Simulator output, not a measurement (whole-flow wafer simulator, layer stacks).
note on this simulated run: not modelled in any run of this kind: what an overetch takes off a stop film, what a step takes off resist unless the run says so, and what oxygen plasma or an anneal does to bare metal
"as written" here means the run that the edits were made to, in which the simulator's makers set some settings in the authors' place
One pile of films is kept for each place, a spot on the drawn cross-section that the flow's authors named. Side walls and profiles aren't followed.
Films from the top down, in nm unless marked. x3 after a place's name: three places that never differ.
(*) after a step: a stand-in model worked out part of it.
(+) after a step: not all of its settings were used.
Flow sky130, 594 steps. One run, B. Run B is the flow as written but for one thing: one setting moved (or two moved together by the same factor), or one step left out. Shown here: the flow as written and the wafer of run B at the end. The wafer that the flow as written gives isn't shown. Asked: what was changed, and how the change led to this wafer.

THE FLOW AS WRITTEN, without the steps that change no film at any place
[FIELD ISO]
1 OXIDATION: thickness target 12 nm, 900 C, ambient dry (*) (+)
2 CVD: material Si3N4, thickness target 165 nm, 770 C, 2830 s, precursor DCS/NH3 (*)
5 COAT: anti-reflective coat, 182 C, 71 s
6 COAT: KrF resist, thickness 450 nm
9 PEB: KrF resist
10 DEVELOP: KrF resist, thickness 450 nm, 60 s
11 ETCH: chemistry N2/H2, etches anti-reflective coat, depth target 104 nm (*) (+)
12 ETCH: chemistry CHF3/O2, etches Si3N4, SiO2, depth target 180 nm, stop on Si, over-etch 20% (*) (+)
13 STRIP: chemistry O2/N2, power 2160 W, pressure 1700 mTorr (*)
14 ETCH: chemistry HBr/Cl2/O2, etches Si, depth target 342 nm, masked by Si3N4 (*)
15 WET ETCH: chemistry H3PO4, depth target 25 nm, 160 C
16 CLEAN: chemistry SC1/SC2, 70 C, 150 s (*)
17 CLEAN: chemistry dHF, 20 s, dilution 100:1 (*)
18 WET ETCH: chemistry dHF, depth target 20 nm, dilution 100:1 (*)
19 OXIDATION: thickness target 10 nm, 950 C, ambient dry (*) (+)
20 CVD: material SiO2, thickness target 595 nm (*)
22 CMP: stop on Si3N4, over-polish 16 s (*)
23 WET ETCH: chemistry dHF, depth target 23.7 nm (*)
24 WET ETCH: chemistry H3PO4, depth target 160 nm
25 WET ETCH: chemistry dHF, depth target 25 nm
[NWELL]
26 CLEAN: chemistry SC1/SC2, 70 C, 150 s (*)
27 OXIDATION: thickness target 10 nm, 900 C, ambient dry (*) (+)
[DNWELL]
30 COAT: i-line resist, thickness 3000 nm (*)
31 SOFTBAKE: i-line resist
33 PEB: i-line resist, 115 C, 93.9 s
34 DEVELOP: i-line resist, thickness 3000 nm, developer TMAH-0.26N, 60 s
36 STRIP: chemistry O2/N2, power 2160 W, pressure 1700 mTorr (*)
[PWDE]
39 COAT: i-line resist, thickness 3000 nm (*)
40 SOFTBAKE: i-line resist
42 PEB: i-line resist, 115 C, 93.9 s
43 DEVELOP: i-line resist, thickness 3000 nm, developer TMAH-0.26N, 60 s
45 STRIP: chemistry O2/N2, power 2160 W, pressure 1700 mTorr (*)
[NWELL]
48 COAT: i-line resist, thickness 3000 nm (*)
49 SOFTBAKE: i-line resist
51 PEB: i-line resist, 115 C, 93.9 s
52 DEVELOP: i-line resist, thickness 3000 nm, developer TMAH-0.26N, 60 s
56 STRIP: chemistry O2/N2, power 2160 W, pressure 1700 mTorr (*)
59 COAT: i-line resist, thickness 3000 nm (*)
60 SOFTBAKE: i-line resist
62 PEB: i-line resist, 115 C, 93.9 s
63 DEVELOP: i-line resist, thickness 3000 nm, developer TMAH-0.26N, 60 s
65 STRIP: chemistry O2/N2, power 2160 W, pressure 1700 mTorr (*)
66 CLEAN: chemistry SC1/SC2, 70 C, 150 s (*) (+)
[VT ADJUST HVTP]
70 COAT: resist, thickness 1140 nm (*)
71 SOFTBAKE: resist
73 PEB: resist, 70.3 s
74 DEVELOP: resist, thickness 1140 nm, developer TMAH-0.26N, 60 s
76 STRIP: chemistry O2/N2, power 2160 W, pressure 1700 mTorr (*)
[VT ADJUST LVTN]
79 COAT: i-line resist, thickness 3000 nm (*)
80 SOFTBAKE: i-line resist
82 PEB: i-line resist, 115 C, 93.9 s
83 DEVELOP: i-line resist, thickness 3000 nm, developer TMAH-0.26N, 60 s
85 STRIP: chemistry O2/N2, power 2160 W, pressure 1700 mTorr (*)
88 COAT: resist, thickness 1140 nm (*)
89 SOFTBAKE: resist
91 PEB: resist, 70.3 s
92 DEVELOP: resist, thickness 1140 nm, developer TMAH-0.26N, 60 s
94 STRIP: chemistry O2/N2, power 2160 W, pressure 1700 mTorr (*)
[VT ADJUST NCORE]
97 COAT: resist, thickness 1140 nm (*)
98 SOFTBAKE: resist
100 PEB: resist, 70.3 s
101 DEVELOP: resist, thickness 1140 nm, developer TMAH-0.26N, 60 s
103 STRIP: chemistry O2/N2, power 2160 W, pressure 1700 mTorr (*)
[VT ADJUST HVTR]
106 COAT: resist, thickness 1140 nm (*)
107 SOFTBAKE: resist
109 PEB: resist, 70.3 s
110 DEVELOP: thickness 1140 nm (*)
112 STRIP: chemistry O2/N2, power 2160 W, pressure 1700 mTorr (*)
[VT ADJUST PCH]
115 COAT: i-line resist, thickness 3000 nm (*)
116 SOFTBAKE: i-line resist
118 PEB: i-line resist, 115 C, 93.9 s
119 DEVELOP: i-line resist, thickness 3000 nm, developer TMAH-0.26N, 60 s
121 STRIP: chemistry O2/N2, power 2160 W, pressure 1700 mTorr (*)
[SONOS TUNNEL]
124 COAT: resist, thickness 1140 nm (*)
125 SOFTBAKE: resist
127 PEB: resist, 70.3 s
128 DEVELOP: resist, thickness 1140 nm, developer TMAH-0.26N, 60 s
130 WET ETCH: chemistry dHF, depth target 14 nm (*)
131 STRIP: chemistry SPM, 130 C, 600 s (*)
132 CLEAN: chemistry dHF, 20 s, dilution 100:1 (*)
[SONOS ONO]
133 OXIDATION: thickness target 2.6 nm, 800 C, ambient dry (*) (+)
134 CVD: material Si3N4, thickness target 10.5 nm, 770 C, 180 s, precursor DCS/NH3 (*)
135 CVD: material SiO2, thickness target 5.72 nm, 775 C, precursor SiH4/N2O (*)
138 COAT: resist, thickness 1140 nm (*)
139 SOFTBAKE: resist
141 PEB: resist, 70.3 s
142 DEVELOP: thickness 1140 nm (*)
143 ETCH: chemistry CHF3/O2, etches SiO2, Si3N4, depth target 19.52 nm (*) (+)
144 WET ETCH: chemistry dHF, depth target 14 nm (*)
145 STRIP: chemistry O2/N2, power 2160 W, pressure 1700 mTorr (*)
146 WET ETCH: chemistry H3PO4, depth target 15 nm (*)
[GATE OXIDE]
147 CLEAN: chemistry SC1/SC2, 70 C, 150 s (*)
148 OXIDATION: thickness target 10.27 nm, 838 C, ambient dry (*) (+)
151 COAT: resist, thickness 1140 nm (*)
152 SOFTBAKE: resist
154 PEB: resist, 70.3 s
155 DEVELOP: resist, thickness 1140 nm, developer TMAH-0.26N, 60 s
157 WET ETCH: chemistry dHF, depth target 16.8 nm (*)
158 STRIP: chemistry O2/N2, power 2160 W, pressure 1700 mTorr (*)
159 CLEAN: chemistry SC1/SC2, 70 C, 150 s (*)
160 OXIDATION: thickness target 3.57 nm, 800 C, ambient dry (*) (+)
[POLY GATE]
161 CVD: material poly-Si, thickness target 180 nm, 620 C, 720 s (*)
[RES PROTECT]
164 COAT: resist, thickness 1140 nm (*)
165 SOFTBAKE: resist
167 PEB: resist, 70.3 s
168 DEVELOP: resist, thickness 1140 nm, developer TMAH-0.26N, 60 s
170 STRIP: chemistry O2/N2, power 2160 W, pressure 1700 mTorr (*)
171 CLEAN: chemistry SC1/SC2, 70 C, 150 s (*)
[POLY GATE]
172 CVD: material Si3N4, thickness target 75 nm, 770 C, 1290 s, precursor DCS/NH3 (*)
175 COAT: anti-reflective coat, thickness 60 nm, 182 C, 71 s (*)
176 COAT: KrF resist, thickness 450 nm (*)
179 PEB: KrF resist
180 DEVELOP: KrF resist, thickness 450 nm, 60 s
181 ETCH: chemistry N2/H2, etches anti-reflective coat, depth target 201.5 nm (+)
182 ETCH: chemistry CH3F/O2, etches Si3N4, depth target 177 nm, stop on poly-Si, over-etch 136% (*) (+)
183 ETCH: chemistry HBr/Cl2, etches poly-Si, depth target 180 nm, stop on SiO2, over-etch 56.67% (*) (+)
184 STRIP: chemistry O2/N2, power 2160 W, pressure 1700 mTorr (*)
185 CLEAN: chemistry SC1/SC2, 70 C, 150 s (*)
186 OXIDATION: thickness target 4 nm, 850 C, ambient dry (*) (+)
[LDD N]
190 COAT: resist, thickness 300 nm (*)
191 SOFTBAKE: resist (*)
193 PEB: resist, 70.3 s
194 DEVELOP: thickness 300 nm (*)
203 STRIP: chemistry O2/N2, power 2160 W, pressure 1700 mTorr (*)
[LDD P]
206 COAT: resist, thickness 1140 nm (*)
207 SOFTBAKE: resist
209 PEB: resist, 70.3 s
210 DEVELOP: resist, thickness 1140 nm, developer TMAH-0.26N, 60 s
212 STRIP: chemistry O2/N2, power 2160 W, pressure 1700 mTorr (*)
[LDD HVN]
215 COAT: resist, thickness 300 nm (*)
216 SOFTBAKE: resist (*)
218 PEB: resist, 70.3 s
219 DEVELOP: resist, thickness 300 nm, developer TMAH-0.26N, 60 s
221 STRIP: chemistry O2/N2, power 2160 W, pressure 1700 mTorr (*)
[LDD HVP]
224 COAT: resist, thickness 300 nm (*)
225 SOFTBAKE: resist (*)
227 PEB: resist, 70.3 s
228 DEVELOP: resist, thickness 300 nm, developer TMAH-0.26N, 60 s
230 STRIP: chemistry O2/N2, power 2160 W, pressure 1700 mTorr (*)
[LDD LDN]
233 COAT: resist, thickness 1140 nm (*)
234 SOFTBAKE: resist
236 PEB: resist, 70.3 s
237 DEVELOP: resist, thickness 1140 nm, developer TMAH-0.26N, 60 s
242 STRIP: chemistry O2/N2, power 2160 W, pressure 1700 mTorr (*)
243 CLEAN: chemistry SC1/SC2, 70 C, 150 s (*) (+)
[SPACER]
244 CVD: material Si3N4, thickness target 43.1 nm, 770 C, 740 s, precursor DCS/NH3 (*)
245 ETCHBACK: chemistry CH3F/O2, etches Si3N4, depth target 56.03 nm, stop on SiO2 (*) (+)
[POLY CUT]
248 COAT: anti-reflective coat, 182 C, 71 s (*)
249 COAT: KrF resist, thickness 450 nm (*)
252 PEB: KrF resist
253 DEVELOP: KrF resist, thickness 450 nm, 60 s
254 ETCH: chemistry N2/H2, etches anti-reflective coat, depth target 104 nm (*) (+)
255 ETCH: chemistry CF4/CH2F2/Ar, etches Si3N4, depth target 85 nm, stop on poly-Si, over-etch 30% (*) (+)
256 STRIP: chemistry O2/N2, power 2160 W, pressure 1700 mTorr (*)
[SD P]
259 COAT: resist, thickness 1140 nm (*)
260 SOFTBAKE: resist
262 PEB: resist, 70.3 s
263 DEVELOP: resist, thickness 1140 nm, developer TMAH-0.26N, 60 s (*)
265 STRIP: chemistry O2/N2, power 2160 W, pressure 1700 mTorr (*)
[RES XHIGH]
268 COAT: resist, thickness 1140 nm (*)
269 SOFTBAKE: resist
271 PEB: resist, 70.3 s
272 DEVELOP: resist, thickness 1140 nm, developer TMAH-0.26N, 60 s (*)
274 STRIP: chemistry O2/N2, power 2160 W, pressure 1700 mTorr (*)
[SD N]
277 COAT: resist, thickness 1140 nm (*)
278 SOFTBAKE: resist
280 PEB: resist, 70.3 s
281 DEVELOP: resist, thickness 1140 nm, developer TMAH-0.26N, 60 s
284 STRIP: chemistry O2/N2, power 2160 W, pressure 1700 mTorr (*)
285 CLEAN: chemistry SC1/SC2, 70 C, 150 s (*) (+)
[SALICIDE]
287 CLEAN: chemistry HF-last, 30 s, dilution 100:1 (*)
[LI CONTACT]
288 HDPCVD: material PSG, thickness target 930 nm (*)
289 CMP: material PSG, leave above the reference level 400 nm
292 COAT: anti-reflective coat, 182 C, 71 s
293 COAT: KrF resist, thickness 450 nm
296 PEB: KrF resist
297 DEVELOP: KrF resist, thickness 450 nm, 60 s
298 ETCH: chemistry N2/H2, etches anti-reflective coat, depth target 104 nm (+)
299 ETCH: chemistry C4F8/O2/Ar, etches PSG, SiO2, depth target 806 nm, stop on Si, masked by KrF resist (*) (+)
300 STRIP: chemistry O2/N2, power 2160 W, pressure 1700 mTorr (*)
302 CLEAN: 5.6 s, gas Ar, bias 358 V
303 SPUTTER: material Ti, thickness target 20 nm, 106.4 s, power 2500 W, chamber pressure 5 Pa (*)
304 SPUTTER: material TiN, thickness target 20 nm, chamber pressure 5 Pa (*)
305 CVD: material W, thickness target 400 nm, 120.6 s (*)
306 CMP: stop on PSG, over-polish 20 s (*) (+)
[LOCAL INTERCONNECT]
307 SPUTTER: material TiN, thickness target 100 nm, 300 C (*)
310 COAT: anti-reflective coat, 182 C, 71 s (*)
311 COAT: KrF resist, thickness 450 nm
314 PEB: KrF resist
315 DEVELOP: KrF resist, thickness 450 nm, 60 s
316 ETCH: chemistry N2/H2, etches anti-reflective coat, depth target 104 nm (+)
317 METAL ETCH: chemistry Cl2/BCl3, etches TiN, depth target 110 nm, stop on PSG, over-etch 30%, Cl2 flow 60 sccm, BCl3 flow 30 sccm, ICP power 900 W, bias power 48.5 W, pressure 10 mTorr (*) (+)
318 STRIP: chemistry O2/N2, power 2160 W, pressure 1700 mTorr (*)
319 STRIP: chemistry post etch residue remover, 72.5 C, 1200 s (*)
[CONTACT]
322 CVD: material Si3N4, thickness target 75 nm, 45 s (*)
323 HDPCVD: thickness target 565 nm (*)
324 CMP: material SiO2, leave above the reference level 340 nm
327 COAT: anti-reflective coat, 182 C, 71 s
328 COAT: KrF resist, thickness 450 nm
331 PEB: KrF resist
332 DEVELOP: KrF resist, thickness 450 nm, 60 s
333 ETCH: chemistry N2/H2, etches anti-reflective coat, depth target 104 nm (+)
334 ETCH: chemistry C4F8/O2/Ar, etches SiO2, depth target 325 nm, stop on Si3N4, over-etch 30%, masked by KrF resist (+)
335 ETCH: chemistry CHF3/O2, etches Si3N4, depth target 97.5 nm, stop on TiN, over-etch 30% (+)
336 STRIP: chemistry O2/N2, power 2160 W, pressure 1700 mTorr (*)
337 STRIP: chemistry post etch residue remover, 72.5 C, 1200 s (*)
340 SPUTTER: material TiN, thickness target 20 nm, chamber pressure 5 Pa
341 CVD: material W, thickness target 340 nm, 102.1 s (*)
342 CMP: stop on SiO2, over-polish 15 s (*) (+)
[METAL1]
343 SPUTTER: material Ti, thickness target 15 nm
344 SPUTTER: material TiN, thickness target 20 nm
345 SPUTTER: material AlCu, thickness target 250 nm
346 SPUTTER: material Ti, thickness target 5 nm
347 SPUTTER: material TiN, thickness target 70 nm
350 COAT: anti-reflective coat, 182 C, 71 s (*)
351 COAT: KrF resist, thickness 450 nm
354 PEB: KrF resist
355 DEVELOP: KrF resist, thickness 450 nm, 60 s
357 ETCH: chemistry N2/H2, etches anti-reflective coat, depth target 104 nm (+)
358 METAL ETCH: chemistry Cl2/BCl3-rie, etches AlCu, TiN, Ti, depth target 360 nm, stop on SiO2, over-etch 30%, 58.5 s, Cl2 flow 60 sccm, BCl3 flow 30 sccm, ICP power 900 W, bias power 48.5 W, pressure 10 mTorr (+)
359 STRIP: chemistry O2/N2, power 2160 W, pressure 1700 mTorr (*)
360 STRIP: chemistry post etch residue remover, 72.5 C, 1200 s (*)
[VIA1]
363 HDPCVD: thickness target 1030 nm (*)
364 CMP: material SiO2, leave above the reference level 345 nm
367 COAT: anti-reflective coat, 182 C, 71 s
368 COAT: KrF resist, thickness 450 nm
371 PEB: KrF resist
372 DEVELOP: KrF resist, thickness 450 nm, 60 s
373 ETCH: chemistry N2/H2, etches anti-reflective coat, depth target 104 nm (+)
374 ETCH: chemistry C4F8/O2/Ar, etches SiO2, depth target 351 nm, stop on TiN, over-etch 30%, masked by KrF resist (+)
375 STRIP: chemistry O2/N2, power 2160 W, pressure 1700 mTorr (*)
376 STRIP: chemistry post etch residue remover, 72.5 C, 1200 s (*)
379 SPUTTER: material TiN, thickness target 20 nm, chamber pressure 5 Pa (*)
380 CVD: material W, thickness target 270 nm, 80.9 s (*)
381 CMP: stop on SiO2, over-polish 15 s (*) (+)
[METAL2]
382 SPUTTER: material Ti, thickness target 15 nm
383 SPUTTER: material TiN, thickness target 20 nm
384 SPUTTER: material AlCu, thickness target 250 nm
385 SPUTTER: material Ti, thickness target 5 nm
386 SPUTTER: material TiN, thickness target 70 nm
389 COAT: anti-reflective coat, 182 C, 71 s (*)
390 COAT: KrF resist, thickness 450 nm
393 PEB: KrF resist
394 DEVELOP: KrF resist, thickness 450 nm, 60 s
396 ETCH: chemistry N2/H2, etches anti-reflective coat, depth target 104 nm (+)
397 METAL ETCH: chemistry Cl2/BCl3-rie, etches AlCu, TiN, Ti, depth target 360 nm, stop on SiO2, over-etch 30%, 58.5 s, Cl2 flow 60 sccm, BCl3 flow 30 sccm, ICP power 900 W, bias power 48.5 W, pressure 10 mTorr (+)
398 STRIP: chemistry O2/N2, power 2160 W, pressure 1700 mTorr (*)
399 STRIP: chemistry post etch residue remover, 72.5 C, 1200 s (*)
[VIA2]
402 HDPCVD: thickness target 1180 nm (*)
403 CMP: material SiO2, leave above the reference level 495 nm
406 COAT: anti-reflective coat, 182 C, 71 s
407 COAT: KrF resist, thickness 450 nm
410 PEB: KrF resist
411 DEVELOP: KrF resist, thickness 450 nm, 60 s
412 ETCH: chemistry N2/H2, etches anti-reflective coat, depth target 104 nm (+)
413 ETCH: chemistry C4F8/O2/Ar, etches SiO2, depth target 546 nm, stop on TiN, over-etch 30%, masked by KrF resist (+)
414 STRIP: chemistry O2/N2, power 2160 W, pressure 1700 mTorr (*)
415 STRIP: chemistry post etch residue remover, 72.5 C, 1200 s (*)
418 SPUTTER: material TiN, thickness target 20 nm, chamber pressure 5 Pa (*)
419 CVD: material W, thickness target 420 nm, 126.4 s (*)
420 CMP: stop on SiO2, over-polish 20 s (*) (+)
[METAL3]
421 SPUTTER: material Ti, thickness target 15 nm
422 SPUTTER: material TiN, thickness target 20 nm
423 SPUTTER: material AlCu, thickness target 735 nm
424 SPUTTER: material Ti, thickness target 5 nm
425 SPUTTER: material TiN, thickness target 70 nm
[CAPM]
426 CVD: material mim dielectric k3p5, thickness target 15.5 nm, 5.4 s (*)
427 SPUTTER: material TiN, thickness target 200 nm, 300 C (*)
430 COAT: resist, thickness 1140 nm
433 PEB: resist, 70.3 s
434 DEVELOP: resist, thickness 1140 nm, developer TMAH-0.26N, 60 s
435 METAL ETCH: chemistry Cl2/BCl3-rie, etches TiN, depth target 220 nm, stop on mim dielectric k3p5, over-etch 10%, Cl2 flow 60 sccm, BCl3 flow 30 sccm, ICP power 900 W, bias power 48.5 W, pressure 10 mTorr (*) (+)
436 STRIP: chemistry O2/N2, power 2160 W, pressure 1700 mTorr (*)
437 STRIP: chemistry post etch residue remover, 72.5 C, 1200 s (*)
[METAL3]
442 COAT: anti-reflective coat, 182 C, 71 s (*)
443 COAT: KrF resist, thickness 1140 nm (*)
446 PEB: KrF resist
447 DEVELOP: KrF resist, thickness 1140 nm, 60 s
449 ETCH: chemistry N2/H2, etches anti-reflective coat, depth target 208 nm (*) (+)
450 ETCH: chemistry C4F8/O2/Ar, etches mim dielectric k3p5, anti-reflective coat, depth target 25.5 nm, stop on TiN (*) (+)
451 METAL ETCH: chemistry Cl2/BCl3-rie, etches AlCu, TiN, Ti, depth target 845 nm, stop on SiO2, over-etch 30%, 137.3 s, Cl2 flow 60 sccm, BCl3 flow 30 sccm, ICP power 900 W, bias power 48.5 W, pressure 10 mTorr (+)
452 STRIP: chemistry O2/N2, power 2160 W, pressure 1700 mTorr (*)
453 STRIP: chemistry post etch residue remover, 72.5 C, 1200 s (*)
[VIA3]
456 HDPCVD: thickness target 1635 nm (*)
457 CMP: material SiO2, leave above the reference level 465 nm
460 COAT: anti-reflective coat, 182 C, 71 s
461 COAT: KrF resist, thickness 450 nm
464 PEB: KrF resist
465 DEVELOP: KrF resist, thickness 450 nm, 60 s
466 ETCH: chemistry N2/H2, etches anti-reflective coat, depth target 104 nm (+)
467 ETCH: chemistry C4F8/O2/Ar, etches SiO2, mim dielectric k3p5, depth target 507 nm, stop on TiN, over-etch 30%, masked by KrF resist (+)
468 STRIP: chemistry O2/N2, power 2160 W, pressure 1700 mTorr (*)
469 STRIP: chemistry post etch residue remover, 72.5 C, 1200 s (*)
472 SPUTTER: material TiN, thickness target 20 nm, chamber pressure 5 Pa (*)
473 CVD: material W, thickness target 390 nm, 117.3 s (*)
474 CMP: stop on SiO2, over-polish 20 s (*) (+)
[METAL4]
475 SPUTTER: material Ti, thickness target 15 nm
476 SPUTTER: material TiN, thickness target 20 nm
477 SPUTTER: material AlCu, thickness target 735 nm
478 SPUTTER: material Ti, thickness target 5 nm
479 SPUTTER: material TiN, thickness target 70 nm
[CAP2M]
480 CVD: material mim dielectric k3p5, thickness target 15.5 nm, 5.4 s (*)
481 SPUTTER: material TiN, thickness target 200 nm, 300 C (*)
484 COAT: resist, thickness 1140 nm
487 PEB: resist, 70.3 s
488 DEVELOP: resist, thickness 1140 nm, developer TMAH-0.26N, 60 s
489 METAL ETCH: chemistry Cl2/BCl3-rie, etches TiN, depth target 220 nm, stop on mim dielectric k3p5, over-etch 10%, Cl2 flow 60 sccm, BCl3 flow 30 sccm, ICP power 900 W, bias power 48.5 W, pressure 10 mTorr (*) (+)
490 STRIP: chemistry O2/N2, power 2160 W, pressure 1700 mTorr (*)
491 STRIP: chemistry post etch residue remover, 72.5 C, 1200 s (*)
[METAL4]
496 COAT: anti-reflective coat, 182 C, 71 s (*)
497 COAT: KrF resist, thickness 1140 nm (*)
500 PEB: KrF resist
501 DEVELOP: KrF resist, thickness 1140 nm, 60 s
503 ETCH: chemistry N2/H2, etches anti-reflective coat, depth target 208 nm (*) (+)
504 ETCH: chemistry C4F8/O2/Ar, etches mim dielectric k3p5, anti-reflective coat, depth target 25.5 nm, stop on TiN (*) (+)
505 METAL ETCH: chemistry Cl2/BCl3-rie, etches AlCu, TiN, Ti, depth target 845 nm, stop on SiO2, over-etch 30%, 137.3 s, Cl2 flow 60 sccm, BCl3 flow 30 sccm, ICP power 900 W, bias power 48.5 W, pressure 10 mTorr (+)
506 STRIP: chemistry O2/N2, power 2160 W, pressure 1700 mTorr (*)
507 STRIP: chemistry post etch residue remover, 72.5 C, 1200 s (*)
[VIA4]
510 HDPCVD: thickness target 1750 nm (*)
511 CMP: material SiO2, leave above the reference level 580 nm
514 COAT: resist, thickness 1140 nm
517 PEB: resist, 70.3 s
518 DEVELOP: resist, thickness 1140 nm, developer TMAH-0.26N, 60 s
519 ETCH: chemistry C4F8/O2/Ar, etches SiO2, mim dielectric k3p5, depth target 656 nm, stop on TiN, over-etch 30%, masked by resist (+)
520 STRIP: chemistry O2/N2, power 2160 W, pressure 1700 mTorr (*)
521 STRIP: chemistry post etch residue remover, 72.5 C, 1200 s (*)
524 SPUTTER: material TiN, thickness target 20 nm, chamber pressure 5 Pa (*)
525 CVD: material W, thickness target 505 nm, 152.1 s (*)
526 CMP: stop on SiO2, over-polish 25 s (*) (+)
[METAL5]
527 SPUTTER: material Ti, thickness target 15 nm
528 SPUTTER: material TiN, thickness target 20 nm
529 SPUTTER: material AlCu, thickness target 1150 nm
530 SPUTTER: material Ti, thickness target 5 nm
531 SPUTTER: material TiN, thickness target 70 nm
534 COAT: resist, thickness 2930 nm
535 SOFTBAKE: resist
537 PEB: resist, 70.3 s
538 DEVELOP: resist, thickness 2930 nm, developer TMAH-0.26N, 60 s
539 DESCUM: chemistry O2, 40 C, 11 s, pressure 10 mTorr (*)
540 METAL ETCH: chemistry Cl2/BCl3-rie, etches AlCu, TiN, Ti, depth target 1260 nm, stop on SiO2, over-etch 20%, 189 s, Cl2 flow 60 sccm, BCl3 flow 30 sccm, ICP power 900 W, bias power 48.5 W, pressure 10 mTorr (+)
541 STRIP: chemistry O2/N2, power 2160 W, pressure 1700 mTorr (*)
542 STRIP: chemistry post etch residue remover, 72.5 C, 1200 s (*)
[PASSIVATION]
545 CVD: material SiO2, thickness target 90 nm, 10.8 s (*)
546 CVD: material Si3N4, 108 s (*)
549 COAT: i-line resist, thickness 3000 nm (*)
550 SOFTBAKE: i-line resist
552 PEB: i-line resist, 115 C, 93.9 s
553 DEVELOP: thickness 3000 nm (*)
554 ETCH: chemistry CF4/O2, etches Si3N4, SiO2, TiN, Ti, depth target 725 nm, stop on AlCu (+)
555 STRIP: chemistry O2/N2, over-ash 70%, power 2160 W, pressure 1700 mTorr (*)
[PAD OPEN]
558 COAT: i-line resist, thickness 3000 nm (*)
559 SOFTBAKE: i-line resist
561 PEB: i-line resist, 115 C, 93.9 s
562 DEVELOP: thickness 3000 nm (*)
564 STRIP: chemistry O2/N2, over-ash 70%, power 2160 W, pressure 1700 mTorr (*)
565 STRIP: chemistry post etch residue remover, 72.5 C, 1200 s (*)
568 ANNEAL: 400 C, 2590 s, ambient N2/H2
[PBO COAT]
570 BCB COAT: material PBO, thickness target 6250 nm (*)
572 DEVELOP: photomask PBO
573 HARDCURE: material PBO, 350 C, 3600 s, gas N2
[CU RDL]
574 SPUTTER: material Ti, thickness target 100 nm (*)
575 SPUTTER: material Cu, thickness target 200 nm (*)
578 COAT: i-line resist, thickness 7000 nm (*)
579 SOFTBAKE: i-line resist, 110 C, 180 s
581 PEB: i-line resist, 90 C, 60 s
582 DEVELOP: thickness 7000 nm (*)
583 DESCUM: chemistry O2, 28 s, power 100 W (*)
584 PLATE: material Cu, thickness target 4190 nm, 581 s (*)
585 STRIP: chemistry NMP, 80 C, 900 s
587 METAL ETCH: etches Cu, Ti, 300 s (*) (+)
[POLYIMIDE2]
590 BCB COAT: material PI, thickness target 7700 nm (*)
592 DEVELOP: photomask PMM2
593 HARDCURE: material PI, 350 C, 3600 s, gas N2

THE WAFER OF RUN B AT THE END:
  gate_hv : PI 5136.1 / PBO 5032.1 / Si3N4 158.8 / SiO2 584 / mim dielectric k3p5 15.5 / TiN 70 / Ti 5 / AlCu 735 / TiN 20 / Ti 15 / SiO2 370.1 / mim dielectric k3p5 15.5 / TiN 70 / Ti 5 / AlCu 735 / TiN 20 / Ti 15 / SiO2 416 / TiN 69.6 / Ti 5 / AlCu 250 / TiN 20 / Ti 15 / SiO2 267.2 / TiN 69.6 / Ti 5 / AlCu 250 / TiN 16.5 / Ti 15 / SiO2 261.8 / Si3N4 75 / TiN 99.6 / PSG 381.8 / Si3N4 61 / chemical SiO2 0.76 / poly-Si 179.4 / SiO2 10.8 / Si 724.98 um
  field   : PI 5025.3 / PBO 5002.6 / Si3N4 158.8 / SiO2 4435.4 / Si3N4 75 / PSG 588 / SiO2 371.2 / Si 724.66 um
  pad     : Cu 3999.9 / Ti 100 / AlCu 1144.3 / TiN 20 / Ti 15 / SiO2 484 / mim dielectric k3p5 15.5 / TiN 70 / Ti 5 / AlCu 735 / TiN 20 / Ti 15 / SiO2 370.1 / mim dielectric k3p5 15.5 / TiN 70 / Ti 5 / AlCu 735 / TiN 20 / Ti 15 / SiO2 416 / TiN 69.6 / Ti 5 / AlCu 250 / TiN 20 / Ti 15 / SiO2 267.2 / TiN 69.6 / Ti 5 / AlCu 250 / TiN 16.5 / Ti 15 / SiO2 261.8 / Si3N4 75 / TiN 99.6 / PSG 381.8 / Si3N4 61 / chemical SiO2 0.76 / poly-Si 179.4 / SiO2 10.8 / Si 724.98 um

The cause: step 344, SPUTTER: thickness target 16.5 nm was run, where the flow has thickness target 20 nm.
It can be read off the wafer: gate_hv has TiN 16.5, and step 344 as written asks for 20 nm.

How the change led to this, step by step:
  344 SPUTTER: material TiN, thickness target 20 nm
      field, active, n_well and 188 more: TiN +16.5 (new film) (as written it would be: TiN +20 (new film))
  358 METAL ETCH: chemistry Cl2/BCl3-rie, etches AlCu, TiN, Ti, depth target 360 nm, stop on SiO2, over-etch 30%, 58.5 s, Cl2 flow 60 sccm, BCl3 flow 30 sccm, ICP power 900 W, bias power 48.5 W, pressure 10 mTorr (+)
      field, active, gate and 81 more: TiN -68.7 (all of it), Ti -5 (all of it), AlCu -250 (all of it), TiN -16.5 (all of it), Ti -15 (all of it), SiO2 -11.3 (as written it would be: TiN -68.7 (all of it), Ti -5 (all of it), AlCu -250 (all of it), TiN -20 (all of it), Ti -15 (all of it), SiO2 -10.9)
